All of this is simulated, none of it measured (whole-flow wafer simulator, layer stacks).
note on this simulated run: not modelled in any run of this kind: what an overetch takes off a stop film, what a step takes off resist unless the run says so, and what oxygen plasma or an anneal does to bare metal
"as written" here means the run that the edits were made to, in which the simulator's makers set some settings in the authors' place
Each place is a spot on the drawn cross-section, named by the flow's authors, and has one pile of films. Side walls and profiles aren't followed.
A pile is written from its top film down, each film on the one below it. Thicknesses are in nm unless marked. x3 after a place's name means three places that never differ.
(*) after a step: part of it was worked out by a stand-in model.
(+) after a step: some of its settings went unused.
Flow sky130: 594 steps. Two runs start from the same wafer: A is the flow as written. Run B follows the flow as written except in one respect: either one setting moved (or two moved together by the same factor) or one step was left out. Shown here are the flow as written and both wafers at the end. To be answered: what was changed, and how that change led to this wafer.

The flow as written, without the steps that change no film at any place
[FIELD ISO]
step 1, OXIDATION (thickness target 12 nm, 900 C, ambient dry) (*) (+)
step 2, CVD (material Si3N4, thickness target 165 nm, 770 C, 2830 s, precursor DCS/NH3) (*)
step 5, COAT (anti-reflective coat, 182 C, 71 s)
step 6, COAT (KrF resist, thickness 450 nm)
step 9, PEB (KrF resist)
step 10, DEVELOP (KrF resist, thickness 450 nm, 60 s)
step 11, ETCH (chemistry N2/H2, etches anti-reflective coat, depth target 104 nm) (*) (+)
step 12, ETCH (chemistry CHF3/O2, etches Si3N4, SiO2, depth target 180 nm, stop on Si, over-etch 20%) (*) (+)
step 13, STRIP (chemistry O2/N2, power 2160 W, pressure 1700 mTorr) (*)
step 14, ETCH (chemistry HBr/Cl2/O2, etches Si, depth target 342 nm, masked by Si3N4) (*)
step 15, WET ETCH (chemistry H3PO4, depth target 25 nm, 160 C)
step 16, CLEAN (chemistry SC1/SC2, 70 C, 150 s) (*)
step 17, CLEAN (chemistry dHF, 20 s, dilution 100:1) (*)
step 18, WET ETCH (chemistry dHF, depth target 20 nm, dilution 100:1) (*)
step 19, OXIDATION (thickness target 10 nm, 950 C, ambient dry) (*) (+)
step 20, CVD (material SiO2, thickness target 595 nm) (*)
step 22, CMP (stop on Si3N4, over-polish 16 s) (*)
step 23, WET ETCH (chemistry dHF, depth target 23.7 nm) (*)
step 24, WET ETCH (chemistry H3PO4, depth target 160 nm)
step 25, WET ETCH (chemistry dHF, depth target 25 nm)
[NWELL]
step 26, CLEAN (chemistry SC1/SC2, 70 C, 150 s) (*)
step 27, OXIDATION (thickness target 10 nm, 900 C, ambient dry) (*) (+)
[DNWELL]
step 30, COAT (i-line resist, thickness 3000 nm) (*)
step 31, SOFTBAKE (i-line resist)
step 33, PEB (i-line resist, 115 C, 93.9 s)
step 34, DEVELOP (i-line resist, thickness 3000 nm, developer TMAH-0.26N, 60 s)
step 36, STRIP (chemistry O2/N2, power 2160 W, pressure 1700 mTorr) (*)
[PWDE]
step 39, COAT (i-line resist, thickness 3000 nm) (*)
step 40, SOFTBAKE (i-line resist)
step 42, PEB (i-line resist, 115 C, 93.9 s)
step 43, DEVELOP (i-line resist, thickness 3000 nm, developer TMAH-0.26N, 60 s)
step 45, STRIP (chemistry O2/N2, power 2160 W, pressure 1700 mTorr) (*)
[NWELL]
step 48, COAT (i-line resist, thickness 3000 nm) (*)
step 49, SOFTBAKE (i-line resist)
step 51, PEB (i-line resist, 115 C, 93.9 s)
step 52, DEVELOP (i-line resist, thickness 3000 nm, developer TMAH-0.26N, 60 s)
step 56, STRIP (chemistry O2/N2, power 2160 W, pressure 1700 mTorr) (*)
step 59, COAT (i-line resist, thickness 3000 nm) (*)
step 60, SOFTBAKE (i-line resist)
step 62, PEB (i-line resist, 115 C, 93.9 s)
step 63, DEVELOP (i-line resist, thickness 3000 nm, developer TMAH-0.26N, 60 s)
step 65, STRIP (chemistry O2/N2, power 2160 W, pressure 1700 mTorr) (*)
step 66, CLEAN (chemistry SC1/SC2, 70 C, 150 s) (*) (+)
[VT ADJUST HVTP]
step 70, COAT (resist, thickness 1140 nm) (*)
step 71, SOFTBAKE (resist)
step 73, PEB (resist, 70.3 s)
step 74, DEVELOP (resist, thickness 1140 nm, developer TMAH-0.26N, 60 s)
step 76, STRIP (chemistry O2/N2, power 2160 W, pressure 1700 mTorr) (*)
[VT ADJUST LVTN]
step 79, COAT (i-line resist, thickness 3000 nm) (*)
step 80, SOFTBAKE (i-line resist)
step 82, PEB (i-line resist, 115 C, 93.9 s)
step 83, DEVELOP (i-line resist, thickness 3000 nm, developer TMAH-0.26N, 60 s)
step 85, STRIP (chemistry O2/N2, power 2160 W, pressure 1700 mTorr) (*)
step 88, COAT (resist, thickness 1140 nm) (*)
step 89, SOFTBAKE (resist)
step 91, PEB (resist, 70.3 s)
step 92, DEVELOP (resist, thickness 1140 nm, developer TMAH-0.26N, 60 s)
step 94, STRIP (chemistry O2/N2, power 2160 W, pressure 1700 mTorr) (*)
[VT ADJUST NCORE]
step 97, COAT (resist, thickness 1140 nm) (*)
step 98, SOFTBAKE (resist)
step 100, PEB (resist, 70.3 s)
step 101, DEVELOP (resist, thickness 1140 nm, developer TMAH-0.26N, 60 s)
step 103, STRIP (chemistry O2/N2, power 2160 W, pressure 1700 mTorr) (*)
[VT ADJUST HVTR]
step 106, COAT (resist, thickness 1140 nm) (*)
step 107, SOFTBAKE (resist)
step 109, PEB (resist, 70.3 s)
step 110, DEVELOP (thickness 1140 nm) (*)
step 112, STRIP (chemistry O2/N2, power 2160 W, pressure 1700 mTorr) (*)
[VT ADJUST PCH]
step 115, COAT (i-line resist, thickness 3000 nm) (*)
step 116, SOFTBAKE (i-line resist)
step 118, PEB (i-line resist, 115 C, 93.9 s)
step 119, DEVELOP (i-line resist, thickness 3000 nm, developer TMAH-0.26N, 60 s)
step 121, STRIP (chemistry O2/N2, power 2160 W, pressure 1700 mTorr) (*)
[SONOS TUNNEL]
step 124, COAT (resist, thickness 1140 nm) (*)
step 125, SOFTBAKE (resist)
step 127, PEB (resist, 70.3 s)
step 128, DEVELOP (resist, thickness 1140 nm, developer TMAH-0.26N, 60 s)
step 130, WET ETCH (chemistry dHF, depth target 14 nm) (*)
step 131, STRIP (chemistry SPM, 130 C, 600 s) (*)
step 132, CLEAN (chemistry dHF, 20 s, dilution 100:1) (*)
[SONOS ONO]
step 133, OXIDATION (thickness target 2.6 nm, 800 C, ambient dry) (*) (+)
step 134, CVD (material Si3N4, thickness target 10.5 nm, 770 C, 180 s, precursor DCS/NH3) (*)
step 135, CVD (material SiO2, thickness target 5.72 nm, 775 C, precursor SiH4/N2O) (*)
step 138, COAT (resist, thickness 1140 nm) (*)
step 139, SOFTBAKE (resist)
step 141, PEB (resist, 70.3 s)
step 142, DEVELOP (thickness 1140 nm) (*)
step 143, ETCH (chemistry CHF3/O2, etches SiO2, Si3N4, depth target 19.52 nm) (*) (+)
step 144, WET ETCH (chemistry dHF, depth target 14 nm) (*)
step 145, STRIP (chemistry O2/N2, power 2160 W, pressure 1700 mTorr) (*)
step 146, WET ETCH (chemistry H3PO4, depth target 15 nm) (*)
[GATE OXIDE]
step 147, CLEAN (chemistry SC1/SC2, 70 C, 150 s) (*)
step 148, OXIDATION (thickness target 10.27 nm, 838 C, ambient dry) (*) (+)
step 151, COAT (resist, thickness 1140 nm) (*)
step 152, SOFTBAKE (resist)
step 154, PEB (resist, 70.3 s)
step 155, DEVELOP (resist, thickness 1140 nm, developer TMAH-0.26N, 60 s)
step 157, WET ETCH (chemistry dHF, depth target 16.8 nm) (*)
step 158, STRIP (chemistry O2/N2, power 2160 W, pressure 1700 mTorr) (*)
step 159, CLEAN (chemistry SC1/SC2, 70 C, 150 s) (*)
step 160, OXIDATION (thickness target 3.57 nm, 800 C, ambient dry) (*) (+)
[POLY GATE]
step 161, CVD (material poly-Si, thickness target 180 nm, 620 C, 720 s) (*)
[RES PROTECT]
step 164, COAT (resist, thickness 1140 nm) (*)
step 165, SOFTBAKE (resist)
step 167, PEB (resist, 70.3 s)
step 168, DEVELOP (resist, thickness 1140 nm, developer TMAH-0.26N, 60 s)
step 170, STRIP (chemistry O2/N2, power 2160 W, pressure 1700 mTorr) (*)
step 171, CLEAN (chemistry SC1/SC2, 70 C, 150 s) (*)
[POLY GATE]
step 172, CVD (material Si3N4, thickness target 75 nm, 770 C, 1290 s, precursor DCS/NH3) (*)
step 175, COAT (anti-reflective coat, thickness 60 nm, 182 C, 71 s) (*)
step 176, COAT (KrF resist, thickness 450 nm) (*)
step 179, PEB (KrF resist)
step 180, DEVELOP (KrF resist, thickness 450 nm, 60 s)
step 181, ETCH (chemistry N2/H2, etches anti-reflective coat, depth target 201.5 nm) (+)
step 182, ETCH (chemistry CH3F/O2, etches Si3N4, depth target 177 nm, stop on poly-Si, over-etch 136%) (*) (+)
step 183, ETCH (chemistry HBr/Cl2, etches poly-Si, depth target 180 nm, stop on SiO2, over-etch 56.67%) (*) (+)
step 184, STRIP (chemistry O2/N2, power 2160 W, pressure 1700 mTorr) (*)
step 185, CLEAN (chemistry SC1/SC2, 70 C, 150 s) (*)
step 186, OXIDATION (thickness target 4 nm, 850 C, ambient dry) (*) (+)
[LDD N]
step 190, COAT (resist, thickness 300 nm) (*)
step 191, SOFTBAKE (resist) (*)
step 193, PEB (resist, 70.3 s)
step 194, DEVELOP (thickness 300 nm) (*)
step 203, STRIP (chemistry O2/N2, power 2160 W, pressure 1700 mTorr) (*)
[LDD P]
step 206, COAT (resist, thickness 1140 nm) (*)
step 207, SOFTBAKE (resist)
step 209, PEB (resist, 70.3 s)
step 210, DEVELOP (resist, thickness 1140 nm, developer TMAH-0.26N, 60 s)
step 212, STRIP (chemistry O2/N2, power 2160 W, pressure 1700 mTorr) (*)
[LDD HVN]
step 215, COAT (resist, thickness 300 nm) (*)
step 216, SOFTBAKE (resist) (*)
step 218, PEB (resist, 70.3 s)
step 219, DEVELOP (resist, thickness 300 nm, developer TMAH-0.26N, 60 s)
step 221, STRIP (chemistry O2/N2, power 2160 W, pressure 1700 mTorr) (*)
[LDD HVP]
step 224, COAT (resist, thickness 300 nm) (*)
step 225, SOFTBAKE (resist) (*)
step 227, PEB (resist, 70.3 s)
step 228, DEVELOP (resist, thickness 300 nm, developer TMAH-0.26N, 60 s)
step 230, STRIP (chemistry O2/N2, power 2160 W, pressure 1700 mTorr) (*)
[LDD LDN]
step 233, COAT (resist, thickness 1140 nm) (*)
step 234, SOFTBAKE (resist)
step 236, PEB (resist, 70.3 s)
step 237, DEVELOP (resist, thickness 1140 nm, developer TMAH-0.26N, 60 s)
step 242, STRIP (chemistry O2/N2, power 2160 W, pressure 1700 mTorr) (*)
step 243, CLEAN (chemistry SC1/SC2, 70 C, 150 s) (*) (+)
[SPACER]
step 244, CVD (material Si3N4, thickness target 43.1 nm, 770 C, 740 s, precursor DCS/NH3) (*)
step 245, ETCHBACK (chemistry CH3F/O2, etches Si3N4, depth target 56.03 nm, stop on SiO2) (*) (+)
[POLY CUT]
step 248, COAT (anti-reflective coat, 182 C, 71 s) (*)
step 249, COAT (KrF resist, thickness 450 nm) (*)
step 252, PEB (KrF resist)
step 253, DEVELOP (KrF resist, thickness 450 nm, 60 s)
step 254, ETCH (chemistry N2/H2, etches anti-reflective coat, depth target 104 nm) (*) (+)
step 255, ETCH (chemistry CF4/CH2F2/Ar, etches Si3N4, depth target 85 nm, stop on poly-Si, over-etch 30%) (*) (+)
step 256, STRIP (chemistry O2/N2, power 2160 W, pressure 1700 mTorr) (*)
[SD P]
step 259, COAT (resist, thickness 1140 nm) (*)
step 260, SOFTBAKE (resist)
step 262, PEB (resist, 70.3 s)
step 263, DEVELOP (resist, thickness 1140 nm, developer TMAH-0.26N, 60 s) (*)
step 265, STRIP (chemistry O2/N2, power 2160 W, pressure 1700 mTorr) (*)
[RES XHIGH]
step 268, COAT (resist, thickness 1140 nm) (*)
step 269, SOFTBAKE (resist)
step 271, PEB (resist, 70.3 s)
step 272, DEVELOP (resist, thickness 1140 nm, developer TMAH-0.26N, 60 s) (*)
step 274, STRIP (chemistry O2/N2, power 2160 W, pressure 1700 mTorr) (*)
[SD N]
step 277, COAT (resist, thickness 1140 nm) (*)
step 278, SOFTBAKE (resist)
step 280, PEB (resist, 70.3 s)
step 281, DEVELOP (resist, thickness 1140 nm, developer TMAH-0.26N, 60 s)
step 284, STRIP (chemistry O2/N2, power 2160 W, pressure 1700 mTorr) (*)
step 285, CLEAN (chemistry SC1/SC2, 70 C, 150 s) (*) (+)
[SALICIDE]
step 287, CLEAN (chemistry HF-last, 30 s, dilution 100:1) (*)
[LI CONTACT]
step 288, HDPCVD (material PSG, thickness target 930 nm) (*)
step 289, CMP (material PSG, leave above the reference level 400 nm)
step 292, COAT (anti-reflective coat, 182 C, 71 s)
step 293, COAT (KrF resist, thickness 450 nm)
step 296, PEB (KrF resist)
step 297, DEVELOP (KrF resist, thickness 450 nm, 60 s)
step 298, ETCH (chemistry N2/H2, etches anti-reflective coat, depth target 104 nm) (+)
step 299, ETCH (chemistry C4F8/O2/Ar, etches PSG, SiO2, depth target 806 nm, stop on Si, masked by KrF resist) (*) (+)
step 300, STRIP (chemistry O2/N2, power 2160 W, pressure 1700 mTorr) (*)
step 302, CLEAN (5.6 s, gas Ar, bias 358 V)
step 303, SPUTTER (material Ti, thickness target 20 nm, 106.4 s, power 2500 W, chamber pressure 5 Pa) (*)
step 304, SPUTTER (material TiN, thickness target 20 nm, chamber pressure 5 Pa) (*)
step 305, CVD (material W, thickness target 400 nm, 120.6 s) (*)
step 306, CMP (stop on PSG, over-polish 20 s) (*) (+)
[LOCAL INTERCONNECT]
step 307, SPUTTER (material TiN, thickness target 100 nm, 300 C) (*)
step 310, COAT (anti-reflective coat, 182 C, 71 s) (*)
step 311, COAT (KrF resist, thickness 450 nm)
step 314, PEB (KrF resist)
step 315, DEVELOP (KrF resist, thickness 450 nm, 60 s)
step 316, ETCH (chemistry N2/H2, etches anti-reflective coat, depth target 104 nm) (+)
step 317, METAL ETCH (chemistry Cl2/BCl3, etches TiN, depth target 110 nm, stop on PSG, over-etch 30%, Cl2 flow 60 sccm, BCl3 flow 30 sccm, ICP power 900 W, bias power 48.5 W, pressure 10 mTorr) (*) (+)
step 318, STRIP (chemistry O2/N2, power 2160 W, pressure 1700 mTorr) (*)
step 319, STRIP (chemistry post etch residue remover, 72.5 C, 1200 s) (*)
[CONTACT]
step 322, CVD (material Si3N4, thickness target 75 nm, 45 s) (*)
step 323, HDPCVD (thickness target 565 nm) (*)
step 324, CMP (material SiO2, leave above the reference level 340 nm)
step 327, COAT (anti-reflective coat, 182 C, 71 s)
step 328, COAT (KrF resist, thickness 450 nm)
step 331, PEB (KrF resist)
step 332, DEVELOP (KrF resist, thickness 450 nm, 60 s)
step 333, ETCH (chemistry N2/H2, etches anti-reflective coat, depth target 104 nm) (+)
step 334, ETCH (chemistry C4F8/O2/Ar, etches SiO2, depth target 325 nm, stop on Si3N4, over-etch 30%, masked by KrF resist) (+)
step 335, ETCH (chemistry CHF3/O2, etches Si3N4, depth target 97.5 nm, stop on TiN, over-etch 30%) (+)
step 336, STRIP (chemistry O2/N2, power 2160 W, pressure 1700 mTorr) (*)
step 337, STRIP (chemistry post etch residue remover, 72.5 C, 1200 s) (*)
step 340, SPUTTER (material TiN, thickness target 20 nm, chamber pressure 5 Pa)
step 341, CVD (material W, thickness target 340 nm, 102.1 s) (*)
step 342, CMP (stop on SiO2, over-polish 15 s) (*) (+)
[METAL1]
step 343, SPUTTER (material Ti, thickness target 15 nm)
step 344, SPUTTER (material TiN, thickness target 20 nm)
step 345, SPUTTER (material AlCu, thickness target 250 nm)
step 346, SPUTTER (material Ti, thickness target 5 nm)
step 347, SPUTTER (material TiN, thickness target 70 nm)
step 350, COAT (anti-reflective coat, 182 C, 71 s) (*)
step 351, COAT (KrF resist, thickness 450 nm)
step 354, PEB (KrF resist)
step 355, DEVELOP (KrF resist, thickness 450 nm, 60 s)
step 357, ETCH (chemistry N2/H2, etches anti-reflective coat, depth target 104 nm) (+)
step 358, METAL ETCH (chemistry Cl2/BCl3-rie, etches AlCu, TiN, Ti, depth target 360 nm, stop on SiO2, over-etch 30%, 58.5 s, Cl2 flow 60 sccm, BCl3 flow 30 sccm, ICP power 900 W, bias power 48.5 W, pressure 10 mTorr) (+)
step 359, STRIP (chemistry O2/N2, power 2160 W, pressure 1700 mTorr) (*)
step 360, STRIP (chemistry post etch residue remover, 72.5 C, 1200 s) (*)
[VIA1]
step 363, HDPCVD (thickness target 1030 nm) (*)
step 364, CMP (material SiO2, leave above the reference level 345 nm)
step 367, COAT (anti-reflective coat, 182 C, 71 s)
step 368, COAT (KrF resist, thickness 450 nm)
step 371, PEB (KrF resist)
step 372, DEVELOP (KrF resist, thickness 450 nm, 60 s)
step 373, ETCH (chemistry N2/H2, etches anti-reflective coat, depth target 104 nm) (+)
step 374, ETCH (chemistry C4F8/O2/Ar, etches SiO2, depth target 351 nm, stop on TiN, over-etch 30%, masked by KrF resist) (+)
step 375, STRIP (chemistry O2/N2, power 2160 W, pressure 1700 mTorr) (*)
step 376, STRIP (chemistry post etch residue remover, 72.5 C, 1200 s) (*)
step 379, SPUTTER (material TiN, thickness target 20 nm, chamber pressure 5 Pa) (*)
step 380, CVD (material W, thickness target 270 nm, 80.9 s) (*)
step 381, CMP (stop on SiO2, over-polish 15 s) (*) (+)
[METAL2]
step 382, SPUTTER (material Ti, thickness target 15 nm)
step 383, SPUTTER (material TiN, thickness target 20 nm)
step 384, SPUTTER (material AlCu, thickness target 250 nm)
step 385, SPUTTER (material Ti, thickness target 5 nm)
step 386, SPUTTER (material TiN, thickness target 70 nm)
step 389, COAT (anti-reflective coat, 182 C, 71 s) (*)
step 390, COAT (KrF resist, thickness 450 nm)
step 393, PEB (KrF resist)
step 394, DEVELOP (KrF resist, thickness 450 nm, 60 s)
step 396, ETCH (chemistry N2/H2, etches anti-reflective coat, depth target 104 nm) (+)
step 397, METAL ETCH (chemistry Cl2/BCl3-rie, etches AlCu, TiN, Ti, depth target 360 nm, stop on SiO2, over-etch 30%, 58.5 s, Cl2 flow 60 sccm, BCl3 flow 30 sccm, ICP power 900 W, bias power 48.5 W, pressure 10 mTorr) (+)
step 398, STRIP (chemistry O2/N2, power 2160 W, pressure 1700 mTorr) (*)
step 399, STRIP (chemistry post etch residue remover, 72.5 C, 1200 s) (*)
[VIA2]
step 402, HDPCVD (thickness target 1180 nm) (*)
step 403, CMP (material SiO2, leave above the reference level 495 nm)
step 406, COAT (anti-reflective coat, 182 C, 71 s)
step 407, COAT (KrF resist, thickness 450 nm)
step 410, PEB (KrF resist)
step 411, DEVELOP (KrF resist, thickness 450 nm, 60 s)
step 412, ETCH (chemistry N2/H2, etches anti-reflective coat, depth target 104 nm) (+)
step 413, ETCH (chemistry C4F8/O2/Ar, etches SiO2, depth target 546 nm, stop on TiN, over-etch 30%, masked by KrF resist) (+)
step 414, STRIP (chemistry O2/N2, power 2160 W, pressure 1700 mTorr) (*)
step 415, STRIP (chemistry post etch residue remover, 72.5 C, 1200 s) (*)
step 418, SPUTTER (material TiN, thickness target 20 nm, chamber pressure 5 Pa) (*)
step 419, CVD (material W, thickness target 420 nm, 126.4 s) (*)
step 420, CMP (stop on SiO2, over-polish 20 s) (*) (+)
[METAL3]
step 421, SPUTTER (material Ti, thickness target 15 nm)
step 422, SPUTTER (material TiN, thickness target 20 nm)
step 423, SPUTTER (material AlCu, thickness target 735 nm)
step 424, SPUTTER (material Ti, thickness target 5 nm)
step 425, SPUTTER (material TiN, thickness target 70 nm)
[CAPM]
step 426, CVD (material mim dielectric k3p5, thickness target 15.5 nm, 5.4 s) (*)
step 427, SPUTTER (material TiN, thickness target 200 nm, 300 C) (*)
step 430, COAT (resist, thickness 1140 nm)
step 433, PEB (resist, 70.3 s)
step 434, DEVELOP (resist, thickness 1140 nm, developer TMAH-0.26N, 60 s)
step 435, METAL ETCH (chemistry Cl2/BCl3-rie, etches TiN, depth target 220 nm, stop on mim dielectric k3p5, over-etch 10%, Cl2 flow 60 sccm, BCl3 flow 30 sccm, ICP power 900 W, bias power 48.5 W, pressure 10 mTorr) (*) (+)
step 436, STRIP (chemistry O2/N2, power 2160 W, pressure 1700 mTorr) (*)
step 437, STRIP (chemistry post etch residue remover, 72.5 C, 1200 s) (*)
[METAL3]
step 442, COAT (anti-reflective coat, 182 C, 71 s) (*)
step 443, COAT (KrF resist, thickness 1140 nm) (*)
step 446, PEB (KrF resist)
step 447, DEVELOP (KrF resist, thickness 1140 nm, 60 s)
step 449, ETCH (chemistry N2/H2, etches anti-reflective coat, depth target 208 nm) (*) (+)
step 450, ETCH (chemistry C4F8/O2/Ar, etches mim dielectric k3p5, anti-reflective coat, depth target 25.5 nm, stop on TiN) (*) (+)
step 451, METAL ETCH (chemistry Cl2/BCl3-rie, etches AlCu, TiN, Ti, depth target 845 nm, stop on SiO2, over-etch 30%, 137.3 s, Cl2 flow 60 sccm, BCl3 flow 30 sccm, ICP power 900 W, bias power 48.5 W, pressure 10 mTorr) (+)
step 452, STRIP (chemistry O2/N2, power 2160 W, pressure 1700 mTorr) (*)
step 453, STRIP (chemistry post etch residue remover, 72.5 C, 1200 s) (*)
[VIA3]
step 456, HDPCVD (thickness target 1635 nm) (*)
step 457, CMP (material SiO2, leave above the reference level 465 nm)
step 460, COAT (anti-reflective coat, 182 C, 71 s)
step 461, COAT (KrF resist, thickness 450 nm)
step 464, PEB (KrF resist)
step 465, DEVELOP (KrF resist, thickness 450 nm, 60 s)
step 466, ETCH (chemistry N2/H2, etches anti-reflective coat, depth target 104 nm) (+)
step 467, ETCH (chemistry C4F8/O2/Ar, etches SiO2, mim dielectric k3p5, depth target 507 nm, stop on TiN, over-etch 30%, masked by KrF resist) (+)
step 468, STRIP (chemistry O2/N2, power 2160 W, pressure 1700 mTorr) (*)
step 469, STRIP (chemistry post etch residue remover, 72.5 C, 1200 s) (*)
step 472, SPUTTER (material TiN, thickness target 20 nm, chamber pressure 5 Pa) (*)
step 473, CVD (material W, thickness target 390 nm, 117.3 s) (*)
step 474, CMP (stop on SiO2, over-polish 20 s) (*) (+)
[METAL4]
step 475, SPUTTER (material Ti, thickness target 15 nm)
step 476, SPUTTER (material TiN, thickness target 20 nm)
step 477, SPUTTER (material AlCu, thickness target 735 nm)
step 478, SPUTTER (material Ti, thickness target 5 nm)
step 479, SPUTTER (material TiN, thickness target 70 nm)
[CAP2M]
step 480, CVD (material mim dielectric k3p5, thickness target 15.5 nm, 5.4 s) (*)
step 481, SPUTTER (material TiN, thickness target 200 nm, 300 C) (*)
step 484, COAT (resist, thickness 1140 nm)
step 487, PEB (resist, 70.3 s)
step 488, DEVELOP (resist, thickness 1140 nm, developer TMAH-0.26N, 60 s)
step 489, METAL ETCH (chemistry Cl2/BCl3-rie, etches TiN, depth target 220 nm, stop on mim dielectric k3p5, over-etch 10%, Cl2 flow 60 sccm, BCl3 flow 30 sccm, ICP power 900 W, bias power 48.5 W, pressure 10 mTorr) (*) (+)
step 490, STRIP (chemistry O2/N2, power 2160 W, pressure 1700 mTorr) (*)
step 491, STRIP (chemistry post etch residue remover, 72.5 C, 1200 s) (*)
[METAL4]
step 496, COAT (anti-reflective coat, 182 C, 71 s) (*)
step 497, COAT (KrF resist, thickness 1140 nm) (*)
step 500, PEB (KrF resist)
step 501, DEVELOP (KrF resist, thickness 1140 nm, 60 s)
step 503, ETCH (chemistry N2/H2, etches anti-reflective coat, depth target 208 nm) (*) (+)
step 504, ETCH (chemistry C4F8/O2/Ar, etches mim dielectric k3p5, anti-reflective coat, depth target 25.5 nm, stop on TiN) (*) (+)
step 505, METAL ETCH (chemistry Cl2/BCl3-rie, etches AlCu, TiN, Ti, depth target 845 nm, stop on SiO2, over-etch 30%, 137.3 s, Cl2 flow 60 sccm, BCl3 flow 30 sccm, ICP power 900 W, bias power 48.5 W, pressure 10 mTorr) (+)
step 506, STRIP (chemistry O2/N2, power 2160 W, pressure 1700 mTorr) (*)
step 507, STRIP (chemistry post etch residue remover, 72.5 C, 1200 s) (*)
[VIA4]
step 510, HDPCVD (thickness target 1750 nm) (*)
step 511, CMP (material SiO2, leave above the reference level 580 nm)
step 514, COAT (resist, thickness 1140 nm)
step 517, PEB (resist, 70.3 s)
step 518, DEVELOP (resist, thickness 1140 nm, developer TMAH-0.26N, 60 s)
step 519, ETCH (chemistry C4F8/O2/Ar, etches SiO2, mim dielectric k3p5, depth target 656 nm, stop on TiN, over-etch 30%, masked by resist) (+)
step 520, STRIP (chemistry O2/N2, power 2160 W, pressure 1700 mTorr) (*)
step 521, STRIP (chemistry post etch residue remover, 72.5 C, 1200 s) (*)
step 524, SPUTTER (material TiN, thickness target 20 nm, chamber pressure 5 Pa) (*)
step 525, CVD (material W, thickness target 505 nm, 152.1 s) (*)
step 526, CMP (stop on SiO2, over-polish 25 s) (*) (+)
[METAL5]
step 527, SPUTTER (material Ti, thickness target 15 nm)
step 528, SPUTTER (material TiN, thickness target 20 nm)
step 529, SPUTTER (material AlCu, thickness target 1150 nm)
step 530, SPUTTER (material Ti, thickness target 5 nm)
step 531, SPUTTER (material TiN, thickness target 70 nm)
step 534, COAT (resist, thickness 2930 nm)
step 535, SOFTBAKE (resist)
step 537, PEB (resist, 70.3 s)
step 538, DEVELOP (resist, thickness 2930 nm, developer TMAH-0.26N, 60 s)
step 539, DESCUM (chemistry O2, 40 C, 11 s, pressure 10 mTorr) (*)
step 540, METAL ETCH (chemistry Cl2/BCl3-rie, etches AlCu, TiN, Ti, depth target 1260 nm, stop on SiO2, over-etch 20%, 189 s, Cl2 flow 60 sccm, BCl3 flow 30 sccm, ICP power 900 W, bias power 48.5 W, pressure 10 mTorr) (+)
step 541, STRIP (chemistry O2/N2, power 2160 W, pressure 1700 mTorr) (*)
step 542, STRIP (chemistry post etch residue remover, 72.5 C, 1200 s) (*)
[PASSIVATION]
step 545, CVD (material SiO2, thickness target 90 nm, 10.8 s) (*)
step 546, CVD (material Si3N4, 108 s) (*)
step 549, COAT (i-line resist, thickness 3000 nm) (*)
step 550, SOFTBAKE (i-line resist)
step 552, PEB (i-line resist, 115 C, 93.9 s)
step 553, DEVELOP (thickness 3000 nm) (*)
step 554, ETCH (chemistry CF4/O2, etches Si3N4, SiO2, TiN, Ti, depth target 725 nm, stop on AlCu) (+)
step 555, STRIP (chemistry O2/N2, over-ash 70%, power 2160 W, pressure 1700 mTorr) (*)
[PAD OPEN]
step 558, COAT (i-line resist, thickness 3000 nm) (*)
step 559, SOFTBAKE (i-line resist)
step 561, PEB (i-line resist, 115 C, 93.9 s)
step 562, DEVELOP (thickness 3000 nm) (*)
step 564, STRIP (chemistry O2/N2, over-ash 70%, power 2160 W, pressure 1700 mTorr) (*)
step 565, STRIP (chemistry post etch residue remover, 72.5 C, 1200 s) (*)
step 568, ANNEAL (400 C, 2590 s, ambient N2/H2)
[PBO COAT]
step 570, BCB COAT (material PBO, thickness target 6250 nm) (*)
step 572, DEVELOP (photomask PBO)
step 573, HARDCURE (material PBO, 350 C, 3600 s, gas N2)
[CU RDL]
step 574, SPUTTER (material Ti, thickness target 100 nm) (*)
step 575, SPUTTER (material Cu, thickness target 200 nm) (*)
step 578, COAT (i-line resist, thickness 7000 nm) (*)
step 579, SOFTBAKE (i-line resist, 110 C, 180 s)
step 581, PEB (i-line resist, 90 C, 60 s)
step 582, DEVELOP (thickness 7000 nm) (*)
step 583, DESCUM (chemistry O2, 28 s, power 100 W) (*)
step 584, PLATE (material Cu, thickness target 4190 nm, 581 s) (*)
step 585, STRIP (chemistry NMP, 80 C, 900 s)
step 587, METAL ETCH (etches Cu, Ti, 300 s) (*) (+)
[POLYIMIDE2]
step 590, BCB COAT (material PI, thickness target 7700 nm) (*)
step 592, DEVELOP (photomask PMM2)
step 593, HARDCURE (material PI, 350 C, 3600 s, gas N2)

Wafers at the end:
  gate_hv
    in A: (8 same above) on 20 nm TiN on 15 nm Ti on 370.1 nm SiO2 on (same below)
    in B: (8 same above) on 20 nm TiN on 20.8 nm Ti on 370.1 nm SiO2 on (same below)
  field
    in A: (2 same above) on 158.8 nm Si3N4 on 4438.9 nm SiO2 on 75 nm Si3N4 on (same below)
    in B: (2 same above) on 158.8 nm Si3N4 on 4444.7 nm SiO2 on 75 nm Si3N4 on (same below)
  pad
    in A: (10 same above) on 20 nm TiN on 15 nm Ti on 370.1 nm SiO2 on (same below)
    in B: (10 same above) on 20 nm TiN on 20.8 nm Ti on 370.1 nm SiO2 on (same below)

Cause: step 475, SPUTTER: thickness target 20.8 nm was run, though the flow has thickness target 15 nm.
One can read it off the wafer: gate_hv has Ti 20.8, and step 475 as written asks for 15 nm.

How this came from the change, step by step:
  step 475, SPUTTER (material Ti, thickness target 15 nm)
      field, active, n_well and 189 more: A +15 Ti (new film) | B +20.8 Ti (new film)
  step 505, METAL ETCH (chemistry Cl2/BCl3-rie, etches AlCu, TiN, Ti, depth target 845 nm, stop on SiO2, over-etch 30%, 137.3 s, Cl2 flow 60 sccm, BCl3 flow 30 sccm, ICP power 900 W, bias power 48.5 W, pressure 10 mTorr) (+)
      field, gate, spacer and 68 more: A -70 TiN (all of it), -5 Ti (all of it), -735 AlCu (all of it), -20 TiN (all of it), -15 Ti (all of it), -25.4 SiO2 | B -70 TiN (all of it), -5 Ti (all of it), -735 AlCu (all of it), -20 TiN (all of it), -20.8 Ti (all of it), -24.8 SiO2
      active, vpp_iso1, mim_edge_plate and 14 more: A -70 TiN (all of it), -5 Ti (all of it), -735 AlCu (all of it), -20 TiN (all of it), -15 Ti (all of it), -25.3 SiO2 | B -70 TiN (all of it), -5 Ti (all of it), -735 AlCu (all of it), -20 TiN (all of it), -20.8 Ti (all of it), -24.8 SiO2
